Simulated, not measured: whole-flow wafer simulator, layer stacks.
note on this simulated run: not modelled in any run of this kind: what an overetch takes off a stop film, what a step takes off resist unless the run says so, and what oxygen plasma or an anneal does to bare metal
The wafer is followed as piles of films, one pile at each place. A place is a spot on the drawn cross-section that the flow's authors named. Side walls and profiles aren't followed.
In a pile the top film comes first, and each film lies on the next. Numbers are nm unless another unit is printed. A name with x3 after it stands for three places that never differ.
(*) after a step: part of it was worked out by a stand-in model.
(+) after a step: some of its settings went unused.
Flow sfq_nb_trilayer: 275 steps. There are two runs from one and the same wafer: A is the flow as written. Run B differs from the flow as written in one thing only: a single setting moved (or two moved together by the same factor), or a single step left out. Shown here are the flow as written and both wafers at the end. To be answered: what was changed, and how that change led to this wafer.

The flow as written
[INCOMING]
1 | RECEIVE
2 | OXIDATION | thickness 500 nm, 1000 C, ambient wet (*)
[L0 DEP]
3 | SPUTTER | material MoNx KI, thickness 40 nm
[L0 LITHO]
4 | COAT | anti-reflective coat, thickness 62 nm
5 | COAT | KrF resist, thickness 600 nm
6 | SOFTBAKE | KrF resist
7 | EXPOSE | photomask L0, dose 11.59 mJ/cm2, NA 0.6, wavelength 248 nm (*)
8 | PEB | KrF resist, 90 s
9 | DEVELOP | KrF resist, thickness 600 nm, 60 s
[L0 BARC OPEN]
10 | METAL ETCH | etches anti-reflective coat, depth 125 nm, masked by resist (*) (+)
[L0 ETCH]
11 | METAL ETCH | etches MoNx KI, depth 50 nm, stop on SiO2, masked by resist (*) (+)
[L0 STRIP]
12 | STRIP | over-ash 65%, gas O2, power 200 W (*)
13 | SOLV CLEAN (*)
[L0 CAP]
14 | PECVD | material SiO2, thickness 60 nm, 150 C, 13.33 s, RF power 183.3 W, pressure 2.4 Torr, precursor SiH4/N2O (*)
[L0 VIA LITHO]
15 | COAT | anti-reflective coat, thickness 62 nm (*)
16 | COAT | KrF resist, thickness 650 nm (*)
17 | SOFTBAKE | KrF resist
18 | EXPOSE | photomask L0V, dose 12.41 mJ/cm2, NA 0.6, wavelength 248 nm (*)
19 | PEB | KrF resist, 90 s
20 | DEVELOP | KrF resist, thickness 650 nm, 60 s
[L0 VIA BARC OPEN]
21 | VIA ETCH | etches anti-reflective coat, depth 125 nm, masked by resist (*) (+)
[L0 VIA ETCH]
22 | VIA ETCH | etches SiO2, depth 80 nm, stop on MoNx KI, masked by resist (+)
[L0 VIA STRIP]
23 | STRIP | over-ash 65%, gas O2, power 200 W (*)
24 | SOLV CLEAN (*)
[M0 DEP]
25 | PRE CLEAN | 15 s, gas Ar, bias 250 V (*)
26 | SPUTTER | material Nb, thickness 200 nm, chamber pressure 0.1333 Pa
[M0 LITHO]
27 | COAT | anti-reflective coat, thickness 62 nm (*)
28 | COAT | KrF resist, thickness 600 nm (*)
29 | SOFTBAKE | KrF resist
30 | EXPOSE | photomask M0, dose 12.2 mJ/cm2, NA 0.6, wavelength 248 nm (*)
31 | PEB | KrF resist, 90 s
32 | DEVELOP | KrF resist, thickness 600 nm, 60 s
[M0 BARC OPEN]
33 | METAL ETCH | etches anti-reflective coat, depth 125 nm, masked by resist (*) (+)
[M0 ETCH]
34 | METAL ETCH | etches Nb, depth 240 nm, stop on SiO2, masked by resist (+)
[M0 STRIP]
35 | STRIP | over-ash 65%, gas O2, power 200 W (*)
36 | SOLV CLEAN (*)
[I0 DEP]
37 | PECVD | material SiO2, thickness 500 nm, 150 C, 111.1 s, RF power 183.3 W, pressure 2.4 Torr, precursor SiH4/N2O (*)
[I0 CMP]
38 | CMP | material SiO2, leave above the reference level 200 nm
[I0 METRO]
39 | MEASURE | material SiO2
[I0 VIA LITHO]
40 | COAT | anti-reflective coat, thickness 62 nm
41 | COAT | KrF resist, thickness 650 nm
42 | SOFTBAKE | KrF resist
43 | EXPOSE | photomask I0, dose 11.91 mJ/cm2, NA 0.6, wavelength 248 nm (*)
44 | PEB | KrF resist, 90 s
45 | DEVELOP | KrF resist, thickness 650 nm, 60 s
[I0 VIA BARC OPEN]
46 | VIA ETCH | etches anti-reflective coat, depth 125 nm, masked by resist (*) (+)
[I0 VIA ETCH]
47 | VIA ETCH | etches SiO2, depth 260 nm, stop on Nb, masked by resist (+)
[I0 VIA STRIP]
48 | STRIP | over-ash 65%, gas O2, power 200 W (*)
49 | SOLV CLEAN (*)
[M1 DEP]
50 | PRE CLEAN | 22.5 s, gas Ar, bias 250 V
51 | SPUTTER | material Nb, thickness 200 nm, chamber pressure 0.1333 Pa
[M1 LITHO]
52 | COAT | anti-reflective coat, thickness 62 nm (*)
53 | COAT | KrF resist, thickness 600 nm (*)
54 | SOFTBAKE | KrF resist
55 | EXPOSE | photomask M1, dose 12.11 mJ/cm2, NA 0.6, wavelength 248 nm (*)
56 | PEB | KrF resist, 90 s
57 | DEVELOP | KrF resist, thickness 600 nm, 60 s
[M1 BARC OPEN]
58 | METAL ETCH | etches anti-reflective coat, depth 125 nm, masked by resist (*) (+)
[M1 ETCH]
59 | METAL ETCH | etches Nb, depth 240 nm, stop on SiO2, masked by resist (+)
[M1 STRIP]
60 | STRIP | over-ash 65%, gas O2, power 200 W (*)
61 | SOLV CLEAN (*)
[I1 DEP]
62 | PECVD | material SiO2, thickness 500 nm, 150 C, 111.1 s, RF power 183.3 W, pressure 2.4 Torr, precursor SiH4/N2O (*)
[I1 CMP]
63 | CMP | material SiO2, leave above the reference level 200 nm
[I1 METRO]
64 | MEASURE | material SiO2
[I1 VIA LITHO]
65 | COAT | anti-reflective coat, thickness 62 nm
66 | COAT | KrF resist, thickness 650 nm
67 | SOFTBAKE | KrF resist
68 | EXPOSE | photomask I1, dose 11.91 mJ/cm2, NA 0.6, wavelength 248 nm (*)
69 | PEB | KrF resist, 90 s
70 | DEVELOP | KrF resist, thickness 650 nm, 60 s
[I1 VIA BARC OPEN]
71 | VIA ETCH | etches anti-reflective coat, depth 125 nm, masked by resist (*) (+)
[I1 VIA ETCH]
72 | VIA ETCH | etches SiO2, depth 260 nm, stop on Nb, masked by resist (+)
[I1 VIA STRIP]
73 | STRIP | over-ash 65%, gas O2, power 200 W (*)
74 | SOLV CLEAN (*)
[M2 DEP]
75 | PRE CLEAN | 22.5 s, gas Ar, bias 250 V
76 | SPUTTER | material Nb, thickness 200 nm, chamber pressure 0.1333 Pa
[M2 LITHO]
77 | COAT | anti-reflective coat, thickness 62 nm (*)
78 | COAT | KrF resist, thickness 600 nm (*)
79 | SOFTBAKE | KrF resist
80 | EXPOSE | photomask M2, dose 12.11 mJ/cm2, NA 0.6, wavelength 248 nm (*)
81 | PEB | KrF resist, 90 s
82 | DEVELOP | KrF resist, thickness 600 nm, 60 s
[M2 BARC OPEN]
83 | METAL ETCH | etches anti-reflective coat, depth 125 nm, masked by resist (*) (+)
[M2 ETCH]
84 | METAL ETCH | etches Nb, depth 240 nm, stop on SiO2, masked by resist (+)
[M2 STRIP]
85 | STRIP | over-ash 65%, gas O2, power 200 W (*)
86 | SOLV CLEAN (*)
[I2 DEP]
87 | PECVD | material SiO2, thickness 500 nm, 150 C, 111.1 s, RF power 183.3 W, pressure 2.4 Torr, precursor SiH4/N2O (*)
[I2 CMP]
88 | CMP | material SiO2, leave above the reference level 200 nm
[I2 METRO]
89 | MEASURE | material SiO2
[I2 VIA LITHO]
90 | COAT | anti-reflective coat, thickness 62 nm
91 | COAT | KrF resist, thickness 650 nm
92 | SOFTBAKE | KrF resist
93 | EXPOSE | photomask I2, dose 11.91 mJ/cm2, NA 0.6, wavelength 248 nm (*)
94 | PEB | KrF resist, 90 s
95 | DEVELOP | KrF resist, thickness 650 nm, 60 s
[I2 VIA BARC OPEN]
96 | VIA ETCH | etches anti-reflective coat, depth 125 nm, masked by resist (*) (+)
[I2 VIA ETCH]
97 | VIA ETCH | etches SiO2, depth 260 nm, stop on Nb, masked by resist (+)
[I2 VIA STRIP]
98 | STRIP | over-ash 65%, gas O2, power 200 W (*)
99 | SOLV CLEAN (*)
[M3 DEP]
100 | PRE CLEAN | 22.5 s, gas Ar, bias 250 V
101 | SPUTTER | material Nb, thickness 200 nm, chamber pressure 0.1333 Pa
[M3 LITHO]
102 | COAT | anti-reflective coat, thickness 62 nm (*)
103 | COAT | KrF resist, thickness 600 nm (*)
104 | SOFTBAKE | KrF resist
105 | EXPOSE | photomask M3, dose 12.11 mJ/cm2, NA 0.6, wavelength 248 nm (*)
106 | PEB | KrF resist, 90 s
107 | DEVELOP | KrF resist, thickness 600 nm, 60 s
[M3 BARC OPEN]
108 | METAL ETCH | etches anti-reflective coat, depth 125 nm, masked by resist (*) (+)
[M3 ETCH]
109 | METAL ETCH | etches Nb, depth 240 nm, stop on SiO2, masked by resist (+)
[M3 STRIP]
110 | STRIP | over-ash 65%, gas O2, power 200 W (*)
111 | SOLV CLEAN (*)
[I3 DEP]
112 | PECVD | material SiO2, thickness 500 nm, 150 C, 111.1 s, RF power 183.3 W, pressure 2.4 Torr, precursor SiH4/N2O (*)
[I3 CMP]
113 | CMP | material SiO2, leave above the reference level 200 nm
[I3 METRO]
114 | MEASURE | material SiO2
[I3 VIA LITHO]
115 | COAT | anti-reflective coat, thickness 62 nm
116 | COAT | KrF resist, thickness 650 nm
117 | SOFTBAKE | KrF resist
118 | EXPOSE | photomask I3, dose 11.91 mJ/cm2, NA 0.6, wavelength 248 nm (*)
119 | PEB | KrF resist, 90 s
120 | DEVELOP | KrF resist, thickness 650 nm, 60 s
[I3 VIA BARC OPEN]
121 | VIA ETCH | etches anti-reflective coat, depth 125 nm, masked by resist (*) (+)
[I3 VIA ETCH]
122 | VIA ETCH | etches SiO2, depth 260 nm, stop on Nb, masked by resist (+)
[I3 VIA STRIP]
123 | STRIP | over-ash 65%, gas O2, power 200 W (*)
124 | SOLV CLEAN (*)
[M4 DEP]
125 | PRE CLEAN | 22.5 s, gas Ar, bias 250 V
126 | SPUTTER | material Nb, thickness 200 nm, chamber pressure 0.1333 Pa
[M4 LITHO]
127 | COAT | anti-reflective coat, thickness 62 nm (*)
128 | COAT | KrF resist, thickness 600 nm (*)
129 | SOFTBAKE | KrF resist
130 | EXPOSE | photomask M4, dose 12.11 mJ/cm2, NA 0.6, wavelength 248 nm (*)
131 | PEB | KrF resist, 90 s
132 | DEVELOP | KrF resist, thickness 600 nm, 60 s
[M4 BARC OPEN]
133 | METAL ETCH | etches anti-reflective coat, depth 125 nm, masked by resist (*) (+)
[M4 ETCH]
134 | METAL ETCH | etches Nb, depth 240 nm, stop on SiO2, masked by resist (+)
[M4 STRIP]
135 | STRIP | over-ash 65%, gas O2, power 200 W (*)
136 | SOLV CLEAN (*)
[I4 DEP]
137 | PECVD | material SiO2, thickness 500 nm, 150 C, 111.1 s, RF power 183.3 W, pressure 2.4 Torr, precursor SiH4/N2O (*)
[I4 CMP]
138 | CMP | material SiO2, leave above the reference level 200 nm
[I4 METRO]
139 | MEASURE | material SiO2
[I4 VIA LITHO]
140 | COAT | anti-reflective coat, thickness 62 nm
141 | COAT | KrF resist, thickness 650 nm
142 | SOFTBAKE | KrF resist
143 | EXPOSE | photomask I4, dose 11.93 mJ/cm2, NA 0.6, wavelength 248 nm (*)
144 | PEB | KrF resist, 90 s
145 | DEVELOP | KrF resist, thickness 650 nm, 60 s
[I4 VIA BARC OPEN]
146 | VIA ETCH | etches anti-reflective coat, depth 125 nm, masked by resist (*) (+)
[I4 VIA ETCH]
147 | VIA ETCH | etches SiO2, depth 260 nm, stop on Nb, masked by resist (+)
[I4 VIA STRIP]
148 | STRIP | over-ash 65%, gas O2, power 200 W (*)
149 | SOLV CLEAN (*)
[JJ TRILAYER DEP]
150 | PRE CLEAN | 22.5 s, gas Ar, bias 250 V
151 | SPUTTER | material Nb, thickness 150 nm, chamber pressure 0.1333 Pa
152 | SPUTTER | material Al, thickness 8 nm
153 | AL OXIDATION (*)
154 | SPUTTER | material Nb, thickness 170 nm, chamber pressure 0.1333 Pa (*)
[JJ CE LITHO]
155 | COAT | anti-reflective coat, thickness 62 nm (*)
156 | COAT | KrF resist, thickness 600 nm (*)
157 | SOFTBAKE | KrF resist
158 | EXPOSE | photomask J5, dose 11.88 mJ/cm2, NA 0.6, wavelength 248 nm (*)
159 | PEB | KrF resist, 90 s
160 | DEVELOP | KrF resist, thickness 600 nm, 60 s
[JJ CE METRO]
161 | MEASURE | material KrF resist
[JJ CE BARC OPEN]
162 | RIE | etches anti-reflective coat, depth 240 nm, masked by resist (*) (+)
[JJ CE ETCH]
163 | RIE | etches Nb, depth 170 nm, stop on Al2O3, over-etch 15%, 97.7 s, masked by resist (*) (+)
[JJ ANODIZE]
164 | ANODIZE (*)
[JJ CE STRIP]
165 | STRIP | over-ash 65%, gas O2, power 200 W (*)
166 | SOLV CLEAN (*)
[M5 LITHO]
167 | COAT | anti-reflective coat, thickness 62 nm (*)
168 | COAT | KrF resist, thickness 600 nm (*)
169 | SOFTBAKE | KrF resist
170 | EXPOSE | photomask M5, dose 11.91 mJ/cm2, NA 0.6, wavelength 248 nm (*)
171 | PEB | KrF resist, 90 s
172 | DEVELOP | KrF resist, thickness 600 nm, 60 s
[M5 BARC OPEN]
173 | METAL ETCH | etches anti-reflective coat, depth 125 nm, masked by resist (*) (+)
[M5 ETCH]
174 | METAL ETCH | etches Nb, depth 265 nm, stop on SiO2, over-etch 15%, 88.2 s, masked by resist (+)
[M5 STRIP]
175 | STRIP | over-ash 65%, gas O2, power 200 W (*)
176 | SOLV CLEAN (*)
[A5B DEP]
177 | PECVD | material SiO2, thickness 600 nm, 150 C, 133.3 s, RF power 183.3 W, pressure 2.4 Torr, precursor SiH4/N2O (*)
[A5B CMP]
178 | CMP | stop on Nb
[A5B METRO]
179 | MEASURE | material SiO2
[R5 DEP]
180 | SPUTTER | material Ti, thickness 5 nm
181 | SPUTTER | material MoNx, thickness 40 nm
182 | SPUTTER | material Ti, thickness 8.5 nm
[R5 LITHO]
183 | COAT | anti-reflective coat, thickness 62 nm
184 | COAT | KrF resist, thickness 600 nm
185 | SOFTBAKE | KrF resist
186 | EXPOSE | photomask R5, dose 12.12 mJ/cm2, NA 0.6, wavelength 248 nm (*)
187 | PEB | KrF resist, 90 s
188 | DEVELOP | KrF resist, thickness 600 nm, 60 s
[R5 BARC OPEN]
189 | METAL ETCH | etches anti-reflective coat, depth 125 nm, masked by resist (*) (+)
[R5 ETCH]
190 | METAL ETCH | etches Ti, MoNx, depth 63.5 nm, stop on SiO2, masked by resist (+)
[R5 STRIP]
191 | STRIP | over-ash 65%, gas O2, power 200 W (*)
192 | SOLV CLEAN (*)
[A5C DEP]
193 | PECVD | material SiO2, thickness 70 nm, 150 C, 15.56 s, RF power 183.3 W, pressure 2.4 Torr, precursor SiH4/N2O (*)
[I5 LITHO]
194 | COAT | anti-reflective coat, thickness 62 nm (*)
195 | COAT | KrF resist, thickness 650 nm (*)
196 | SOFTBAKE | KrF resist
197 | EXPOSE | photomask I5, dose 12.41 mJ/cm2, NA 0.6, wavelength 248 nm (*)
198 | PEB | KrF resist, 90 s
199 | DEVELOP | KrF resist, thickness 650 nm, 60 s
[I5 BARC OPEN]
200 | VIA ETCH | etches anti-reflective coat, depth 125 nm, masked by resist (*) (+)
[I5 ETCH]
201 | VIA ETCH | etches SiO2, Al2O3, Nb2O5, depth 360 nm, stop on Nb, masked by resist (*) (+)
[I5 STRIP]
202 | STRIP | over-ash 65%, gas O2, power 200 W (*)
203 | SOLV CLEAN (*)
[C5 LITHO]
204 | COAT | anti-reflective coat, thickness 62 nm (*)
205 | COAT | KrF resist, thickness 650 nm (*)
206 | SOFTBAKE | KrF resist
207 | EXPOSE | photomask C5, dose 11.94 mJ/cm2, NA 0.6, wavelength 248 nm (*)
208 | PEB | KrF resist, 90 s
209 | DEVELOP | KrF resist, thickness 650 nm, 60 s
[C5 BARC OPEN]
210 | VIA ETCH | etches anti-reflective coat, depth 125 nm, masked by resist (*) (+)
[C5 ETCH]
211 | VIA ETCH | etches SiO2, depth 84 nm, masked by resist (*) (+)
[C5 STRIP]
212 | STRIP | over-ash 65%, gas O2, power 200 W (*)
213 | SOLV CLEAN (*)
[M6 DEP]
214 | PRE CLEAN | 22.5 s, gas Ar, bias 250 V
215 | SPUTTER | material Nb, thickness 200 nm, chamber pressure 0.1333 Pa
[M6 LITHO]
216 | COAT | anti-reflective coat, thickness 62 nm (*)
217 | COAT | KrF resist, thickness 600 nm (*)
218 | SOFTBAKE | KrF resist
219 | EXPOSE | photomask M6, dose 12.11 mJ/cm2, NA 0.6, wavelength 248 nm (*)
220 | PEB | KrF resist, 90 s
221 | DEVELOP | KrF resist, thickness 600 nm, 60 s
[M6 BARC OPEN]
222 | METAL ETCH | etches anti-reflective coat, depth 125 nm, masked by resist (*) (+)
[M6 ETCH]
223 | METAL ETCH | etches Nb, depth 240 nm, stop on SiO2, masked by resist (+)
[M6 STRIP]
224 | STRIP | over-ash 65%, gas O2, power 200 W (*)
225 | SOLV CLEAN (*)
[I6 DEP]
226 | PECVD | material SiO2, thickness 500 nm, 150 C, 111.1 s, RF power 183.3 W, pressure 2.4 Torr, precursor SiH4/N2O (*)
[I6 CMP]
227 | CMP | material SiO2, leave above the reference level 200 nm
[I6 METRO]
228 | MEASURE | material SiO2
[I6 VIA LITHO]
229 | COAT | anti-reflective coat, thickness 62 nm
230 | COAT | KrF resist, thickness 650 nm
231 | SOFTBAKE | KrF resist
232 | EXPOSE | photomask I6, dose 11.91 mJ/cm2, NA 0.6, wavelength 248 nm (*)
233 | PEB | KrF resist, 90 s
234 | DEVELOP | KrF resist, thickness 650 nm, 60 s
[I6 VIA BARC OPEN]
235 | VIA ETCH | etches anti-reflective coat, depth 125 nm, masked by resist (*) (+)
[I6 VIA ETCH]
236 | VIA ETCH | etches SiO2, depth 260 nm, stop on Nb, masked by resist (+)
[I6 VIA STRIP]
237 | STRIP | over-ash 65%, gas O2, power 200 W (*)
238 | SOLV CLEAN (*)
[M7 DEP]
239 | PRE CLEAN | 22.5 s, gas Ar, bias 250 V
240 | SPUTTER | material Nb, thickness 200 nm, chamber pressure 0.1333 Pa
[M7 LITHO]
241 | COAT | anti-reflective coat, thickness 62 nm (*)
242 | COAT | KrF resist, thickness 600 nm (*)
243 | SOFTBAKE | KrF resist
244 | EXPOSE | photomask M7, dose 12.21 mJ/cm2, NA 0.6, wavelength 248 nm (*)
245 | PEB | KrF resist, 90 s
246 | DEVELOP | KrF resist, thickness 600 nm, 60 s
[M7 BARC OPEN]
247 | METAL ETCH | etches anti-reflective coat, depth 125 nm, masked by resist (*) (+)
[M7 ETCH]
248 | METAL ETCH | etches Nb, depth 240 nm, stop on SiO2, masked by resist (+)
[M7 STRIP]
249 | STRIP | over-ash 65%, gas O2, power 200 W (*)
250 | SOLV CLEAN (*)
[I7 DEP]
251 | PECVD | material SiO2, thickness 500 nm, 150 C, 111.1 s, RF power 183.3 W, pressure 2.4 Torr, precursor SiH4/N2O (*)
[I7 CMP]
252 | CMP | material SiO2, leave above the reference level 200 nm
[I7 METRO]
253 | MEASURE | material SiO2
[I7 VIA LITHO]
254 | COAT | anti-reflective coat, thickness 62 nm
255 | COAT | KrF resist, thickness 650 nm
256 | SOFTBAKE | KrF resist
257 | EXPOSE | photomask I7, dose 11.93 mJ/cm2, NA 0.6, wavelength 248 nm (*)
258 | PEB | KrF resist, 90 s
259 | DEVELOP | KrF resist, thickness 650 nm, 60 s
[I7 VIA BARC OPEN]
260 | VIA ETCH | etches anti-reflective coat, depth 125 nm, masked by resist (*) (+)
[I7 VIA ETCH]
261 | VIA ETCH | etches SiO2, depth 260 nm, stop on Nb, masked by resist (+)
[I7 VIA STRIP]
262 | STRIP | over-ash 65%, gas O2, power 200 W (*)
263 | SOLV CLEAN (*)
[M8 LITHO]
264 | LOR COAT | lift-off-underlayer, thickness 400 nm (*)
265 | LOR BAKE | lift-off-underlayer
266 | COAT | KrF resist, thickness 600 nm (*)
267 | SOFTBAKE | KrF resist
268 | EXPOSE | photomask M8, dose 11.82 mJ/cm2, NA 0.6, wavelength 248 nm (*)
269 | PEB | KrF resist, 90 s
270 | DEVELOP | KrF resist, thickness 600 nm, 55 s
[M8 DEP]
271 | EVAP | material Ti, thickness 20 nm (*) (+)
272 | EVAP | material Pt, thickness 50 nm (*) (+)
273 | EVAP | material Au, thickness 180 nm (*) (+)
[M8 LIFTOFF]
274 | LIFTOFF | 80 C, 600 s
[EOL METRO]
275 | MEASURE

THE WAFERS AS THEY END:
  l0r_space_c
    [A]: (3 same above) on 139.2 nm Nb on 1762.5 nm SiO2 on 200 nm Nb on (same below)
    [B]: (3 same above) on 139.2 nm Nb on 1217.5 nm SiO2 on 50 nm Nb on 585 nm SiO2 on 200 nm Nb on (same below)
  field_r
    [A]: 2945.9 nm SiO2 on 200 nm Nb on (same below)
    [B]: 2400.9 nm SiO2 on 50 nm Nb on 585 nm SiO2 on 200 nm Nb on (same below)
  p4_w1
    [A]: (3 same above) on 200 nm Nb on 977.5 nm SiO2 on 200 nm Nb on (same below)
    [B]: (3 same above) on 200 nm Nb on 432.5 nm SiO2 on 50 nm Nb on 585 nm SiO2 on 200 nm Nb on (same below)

What caused this: step 76, SPUTTER: thickness 290 nm was run, though the flow has thickness 200 nm.

The path from the change to this, step by step:
  76 | SPUTTER | material Nb, thickness 200 nm, chamber pressure 0.1333 Pa
      field_l, v_sur, via_wl and 102 more: A +200 Nb (new film) | B +290 Nb (new film)
      via_v: A +174.5 Nb | B +254.4 Nb
  84 | METAL ETCH | etches Nb, depth 240 nm, stop on SiO2, masked by resist (+)
      field_l, be, be_sur and 81 more: A -200 Nb (all of it) | B -240 Nb
  87 | PECVD | material SiO2, thickness 500 nm, 150 C, 111.1 s, RF power 183.3 W, pressure 2.4 Torr, precursor SiH4/N2O (*)
      field_l, be, be_sur and 81 more: A +500 SiO2 | B +500 SiO2 (new film)
      via_v: A +606 SiO2 (new film) | B +591.6 SiO2 (new film)
  88 | CMP | material SiO2, leave above the reference level 200 nm
      field_l, be, be_sur and 81 more: A -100 SiO2 | B -60 SiO2
      via_v: A -181.6 SiO2 | B -157.1 SiO2
With metal films that touch counted as one body, l0r_space_c has 3 bodies (between them, from the top down: SiO2 1217.5; SiO2 585); the flow as written gives 2 bodies (between them, from the top down: SiO2 1762.5).
With metal films that touch counted as one body, field_r has 2 bodies (between them, from the top down: SiO2 585); the flow as written gives 1 body.
With metal films that touch counted as one body, p4_w1 has 4 bodies (between them, from the top down: SiO2 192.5; SiO2 432.5; SiO2 585); the flow as written gives 3 bodies (between them, from the top down: SiO2 192.5; SiO2 977.5).
